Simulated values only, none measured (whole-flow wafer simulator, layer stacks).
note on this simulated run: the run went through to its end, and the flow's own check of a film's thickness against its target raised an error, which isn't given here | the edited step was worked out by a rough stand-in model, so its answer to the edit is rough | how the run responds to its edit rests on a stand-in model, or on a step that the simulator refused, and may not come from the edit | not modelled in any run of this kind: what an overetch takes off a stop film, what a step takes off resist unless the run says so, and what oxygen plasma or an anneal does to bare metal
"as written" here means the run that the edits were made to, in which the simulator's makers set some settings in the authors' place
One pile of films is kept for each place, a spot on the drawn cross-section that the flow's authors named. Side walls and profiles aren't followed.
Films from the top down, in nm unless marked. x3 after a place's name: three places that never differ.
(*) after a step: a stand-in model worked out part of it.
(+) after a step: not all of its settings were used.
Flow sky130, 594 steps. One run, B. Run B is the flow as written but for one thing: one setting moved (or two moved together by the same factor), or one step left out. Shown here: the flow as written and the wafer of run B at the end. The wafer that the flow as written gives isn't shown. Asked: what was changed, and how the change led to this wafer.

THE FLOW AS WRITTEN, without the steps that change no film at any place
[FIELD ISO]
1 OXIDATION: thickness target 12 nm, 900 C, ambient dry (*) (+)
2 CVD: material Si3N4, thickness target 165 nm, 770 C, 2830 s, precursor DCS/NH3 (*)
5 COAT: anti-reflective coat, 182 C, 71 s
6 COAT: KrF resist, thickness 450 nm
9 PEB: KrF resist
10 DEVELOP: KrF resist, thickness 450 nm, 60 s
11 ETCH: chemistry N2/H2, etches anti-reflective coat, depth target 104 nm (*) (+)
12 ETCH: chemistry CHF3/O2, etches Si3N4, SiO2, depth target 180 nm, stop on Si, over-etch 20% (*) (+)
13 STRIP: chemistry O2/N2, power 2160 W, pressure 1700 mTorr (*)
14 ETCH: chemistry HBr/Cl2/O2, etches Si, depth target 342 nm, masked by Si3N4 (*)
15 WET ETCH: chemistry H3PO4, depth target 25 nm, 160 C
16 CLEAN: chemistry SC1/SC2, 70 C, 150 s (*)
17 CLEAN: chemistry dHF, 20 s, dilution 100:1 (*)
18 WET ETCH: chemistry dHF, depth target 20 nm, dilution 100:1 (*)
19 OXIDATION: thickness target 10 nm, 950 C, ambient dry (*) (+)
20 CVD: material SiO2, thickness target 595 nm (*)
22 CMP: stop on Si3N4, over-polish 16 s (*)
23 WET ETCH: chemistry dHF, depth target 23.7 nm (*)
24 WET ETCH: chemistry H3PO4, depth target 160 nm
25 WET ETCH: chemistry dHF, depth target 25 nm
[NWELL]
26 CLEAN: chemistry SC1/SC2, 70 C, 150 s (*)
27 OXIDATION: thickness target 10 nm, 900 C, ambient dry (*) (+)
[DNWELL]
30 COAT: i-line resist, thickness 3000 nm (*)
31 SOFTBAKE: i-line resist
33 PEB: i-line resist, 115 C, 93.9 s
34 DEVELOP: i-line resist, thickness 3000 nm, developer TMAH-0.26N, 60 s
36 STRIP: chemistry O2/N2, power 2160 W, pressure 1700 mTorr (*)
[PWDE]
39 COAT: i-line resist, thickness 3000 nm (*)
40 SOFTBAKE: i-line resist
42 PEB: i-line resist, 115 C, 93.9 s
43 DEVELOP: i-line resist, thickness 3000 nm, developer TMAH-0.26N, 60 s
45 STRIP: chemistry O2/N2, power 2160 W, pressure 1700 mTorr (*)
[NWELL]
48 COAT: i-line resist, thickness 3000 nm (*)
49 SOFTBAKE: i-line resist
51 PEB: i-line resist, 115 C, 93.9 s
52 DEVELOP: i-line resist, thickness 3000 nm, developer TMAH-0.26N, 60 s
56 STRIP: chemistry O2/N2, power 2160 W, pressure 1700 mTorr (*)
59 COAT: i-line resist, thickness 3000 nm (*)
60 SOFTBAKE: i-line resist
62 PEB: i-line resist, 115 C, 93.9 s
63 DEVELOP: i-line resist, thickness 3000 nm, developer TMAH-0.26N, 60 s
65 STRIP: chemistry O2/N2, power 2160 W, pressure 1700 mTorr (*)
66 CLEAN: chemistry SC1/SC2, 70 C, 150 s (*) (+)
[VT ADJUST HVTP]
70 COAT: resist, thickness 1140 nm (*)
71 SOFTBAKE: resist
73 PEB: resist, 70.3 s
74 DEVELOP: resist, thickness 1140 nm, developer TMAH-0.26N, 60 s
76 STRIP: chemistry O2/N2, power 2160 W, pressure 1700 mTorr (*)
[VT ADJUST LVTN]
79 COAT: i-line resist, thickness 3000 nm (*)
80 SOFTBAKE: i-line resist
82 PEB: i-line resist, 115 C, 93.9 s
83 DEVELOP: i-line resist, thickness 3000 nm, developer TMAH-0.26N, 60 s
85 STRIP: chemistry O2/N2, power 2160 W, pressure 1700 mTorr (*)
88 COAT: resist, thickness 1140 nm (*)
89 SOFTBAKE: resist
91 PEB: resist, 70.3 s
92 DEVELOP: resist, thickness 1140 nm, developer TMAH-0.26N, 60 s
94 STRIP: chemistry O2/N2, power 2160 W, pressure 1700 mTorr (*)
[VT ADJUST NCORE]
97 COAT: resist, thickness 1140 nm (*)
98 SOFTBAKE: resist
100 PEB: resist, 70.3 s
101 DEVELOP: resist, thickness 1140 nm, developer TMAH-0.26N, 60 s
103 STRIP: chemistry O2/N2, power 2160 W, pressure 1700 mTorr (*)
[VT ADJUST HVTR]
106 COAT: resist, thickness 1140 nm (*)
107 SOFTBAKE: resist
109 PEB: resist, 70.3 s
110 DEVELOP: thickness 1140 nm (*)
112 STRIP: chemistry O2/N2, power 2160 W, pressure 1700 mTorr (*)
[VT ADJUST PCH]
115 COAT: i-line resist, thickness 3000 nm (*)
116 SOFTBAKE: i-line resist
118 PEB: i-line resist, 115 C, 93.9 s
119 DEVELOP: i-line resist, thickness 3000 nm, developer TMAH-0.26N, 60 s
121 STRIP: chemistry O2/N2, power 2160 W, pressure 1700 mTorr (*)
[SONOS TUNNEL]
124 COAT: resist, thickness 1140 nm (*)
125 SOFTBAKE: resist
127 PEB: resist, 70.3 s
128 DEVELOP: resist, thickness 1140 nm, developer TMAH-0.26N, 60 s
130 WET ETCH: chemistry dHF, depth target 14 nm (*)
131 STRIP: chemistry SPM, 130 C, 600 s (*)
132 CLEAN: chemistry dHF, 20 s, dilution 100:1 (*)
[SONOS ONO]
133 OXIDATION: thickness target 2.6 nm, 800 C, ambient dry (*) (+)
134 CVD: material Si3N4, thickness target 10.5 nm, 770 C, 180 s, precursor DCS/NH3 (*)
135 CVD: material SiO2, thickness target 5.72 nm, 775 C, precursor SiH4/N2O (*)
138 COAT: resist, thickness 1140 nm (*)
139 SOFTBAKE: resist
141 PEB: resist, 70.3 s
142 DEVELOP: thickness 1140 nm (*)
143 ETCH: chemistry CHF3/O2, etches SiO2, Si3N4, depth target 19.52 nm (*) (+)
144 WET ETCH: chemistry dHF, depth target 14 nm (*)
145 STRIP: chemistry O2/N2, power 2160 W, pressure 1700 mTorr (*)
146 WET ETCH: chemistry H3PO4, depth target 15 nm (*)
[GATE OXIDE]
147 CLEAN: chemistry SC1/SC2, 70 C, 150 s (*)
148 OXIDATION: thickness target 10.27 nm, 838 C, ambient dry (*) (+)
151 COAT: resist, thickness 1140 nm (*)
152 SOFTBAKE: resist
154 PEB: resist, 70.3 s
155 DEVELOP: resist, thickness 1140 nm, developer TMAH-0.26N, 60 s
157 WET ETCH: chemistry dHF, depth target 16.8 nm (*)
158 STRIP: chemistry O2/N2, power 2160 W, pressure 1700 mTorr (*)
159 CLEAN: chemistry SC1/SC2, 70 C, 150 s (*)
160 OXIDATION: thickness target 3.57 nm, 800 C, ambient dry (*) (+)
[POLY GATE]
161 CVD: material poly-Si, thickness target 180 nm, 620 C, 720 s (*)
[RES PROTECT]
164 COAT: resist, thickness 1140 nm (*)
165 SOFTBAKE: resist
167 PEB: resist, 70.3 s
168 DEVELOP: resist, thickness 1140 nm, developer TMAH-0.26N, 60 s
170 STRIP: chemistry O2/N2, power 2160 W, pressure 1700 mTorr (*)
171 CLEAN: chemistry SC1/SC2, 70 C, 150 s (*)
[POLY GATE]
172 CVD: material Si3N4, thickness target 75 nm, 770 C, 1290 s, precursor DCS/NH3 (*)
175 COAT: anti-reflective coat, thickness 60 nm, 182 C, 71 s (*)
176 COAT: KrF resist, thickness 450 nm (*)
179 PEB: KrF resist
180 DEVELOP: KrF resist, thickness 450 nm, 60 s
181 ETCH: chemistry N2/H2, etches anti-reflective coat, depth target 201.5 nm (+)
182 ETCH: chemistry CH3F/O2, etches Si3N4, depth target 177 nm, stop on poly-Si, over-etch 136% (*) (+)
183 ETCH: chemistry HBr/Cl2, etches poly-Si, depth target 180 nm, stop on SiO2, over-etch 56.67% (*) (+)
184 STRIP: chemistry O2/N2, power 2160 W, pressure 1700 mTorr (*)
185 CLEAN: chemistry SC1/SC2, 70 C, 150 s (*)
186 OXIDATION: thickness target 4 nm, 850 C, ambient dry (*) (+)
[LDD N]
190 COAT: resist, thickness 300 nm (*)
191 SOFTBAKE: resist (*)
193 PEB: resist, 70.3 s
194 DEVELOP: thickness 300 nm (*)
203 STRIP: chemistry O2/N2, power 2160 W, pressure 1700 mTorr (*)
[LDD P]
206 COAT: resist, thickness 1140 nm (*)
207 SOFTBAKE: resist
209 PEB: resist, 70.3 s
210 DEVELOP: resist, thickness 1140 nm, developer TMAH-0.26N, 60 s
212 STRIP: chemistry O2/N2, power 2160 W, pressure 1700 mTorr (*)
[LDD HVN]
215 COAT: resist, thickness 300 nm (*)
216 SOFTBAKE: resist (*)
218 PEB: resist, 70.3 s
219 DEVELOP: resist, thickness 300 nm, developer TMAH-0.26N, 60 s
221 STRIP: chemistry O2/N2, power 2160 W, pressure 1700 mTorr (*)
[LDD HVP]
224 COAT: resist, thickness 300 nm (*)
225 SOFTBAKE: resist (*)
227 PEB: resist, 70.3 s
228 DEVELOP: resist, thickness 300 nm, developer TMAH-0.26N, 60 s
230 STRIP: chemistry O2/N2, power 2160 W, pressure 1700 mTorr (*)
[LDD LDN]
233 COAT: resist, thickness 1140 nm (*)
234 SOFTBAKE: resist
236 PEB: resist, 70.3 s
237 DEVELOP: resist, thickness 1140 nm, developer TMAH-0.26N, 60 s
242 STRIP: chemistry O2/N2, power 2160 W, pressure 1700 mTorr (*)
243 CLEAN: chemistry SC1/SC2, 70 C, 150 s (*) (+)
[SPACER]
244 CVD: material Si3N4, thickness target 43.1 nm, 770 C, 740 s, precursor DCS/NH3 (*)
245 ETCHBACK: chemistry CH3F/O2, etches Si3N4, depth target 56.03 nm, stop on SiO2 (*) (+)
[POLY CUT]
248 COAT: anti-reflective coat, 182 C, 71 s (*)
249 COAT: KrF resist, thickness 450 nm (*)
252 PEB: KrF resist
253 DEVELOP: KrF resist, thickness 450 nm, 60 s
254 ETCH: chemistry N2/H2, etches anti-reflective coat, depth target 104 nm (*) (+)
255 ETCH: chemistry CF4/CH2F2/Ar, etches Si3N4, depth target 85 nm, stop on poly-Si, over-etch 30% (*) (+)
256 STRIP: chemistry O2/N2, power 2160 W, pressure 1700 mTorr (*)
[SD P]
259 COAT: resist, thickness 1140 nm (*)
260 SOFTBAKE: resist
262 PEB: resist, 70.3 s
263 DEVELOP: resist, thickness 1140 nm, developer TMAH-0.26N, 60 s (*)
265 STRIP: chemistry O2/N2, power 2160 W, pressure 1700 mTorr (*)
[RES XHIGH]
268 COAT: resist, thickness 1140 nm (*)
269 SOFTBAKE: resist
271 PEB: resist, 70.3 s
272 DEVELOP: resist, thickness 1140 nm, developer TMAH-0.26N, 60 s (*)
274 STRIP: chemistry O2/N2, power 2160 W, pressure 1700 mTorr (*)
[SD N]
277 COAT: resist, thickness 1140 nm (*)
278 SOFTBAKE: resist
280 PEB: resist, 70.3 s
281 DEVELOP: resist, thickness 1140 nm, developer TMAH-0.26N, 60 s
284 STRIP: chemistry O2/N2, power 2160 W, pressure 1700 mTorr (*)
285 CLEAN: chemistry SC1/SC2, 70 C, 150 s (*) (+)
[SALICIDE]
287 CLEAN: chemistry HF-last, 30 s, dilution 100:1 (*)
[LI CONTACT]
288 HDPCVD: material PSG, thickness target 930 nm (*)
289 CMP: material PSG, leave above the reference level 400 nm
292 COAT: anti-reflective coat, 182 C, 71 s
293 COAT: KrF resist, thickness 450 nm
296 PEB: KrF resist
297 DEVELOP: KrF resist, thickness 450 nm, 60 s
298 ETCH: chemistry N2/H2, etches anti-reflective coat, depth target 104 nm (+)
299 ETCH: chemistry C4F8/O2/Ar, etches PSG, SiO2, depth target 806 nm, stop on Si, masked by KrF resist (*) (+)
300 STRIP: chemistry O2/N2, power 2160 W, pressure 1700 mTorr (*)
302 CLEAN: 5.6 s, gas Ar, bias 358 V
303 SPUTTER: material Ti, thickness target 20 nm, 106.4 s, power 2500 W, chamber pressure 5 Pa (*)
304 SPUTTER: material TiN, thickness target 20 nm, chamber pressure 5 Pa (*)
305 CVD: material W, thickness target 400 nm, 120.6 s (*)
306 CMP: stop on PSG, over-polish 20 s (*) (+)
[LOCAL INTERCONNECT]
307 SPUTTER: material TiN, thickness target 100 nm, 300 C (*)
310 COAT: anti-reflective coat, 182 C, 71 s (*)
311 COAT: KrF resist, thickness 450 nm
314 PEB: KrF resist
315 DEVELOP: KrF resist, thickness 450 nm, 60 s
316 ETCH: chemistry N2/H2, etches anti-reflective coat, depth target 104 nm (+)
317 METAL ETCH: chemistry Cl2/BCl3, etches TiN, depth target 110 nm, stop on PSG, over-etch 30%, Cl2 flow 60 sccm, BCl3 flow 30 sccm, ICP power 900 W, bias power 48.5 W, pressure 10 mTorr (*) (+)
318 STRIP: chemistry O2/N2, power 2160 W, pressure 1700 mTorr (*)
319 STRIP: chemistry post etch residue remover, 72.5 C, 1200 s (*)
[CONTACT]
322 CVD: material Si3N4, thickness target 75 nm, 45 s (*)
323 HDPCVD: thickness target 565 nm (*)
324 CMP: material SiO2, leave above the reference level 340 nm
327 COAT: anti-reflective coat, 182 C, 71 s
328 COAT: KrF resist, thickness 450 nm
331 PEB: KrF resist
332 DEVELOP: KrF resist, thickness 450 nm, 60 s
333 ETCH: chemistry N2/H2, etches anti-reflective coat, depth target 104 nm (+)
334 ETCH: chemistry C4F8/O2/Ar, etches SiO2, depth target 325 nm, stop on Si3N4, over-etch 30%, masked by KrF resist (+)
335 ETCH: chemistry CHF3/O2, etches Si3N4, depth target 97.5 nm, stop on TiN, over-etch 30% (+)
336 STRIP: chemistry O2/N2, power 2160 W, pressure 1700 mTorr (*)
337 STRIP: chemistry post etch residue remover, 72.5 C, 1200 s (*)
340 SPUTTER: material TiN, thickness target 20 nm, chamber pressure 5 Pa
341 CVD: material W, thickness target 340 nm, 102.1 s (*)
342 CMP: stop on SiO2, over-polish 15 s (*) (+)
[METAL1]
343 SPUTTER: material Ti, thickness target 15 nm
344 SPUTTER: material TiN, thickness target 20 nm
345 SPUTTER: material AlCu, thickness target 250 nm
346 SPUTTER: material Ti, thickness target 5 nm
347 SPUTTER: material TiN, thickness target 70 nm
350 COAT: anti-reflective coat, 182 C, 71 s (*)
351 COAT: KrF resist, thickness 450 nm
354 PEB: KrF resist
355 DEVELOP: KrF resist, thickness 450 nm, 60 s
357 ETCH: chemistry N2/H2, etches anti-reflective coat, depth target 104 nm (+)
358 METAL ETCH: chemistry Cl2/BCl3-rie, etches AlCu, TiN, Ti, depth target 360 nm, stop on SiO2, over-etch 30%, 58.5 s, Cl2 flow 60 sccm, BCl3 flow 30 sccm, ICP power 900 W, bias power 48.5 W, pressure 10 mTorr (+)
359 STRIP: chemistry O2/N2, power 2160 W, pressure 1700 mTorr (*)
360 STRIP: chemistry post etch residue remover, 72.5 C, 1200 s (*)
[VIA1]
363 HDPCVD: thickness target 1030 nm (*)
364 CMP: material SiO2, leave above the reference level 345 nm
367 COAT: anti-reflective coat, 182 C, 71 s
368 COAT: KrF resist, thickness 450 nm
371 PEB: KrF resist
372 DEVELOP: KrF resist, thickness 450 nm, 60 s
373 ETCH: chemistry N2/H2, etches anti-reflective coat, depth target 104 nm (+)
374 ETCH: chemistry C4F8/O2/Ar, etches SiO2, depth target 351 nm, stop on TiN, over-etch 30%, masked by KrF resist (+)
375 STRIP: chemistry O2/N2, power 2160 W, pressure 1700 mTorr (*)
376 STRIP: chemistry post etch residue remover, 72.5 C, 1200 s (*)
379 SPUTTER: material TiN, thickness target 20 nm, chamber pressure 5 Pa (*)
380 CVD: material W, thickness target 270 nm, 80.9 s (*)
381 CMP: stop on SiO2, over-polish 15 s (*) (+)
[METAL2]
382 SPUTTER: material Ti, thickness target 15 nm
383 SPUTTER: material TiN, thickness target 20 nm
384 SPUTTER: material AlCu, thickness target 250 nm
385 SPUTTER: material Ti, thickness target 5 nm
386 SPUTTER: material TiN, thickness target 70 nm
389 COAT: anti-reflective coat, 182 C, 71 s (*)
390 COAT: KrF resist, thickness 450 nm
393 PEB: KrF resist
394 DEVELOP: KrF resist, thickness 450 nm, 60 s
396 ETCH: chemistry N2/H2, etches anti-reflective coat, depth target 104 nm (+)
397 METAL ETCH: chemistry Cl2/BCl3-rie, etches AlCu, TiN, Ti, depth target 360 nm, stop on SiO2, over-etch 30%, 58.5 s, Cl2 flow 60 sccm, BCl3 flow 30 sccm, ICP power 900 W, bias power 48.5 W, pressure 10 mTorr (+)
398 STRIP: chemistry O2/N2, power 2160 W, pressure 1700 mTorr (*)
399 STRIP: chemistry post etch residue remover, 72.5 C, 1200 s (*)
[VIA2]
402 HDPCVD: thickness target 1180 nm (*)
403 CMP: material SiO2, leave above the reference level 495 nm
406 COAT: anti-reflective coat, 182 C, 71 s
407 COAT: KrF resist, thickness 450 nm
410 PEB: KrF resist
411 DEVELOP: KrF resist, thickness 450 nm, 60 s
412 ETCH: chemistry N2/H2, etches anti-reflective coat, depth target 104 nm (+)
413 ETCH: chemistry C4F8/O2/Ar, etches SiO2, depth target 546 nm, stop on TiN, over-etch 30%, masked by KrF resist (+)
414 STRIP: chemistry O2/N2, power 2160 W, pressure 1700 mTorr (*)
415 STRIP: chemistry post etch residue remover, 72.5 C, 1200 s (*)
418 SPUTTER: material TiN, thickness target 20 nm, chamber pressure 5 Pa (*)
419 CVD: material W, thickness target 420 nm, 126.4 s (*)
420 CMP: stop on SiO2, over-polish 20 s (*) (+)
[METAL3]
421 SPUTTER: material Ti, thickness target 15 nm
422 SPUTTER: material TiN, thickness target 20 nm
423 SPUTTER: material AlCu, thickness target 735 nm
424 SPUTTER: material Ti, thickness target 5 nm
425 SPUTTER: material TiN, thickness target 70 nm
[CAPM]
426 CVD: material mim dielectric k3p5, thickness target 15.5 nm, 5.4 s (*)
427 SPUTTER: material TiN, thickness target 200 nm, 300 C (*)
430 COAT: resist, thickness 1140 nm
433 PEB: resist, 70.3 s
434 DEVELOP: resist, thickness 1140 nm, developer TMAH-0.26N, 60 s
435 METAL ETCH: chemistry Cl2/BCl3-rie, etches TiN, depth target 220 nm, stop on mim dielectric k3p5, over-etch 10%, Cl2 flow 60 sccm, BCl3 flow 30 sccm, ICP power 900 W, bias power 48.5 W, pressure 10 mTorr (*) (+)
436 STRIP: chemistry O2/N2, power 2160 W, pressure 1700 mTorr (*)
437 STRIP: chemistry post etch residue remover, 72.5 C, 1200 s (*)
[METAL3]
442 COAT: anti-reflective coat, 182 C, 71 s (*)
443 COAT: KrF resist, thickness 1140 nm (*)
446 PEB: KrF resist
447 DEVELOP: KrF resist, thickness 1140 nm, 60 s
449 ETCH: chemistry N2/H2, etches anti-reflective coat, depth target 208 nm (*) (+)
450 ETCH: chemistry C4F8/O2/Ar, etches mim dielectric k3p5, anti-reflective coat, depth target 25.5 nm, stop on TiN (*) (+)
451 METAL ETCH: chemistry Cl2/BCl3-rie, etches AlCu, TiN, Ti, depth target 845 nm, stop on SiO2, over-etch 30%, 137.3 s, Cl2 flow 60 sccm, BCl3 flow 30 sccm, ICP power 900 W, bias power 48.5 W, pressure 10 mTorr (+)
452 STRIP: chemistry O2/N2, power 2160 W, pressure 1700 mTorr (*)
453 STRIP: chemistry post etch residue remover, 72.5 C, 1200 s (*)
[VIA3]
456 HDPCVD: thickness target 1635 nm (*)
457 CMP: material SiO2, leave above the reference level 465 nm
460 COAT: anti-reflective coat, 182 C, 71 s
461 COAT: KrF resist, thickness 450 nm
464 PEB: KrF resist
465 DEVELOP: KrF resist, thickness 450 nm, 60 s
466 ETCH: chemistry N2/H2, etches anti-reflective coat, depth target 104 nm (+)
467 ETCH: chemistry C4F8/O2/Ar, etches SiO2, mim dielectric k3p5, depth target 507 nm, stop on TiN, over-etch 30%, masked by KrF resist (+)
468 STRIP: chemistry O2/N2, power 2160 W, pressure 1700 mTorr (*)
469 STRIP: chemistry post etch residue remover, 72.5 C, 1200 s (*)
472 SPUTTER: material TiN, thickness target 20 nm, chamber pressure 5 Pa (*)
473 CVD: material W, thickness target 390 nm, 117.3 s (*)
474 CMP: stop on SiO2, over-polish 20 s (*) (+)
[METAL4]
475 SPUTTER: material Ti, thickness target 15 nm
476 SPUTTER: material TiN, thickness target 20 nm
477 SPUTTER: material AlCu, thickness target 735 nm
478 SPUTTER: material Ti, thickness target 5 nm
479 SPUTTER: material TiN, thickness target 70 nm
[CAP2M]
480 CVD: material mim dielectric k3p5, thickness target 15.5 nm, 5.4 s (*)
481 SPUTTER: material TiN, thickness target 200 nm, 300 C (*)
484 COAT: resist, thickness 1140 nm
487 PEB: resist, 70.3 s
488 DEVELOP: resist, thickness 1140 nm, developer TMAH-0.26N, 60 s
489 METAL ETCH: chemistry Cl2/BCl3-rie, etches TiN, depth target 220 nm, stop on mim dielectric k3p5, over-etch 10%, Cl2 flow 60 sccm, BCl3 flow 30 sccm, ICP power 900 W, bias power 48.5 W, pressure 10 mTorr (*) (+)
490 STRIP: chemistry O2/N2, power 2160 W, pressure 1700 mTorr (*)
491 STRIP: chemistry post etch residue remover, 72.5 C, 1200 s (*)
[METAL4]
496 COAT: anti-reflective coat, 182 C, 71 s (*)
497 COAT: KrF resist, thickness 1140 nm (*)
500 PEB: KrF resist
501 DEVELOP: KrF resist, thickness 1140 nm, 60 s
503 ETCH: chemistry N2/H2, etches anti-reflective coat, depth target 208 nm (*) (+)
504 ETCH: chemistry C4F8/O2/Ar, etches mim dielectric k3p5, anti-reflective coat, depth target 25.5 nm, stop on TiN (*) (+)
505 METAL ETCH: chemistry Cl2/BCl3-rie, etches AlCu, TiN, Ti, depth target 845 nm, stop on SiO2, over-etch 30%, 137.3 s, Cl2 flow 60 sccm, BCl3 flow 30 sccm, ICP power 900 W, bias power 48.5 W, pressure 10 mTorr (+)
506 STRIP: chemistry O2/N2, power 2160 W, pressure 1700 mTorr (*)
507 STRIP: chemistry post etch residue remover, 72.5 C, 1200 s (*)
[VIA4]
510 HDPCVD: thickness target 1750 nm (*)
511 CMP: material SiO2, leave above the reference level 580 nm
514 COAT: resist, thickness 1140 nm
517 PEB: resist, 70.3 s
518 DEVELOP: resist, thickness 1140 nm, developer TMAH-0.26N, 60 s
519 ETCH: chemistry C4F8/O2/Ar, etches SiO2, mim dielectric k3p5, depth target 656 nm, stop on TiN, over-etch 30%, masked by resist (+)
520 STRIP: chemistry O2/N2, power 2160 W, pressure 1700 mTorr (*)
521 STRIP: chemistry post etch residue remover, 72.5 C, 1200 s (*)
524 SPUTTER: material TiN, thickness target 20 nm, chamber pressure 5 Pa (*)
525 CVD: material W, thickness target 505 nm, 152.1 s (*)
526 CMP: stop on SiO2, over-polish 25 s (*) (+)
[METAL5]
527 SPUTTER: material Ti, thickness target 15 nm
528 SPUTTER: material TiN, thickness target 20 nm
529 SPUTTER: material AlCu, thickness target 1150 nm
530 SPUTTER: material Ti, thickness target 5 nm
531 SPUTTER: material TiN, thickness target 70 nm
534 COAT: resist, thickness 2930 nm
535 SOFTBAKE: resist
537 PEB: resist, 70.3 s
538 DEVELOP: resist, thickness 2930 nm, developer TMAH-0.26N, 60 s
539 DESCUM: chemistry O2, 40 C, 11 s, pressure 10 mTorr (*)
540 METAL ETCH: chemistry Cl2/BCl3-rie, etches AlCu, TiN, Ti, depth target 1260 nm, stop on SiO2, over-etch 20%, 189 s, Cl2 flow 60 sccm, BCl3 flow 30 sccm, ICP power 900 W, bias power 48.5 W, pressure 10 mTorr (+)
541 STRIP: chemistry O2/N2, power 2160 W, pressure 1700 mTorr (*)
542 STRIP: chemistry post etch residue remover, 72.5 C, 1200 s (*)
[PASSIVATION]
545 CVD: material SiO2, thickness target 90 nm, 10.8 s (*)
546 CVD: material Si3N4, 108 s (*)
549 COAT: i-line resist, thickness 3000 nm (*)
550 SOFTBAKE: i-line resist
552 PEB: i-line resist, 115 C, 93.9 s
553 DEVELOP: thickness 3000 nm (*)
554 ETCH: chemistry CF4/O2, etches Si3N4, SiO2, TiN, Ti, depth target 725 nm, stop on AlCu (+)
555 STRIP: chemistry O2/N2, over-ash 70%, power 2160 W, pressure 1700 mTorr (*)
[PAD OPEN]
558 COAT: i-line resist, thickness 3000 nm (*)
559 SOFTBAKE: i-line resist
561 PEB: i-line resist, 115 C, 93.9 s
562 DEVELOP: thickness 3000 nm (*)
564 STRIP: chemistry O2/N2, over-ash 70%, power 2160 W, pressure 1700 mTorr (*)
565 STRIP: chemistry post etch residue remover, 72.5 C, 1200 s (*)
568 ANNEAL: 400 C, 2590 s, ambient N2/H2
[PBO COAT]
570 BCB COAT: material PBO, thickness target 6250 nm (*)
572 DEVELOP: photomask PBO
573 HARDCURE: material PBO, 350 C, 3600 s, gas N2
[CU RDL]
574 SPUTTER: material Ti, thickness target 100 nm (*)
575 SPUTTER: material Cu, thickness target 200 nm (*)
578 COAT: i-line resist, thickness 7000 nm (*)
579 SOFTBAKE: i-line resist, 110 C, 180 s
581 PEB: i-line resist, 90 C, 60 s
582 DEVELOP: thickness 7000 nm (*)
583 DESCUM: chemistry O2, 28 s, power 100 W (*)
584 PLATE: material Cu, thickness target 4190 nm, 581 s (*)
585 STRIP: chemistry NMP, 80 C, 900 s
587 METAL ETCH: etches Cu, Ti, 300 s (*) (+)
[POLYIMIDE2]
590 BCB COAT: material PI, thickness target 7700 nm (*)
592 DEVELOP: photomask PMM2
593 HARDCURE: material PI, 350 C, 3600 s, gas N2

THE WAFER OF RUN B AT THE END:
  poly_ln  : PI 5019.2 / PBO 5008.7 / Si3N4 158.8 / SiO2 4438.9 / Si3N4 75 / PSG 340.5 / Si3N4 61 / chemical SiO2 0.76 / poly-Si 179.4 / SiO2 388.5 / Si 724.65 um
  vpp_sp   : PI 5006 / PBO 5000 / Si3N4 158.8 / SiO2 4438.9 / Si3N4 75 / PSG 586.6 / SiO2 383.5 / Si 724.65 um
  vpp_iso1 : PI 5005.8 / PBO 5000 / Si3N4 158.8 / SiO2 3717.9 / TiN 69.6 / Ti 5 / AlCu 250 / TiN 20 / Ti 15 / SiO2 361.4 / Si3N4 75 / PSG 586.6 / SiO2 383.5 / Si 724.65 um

The cause: step 19, OXIDATION: 1092 C was run, where the flow has 950 C.

How the change led to this, step by step:
  19 OXIDATION: thickness target 10 nm, 950 C, ambient dry (*) (+)
      field, mim, iso_guard and 84 more: SiO2 +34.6 (new film), Si -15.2 (as written it would be: SiO2 +10 (new film), Si -4.4)
  22 CMP: stop on Si3N4, over-polish 16 s (*)
      mim, vpp_sp, vpp_ln and 61 more: SiO2 -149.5 (as written it would be: SiO2 -135.7)
      hv_encl, field_nw, iso_guard_nsd_tip, iso_guard_nowell, field_nw_hv: SiO2 -151.8 (as written it would be: SiO2 -138)
      (and at 11 more places)
  248 COAT: anti-reflective coat, 182 C, 71 s (*)
      gate_p_hv: anti-reflective coat +15.2 (new film) (as written it would be: anti-reflective coat +15.8 (new film))
      iso_guard_nsd: anti-reflective coat +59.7 (new film) (as written it would be: anti-reflective coat +58.4 (new film))
  256 STRIP: chemistry O2/N2, power 2160 W, pressure 1700 mTorr (*)
      gate_p_hv: KrF resist -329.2 (all of it), anti-reflective coat -15.2 (all of it) (as written it would be: KrF resist -328.9 (all of it), anti-reflective coat -15.8 (all of it))
      iso_guard_nsd: KrF resist -361.6 (all of it), anti-reflective coat -59.7 (all of it) (as written it would be: KrF resist -361.7 (all of it), anti-reflective coat -58.4 (all of it))
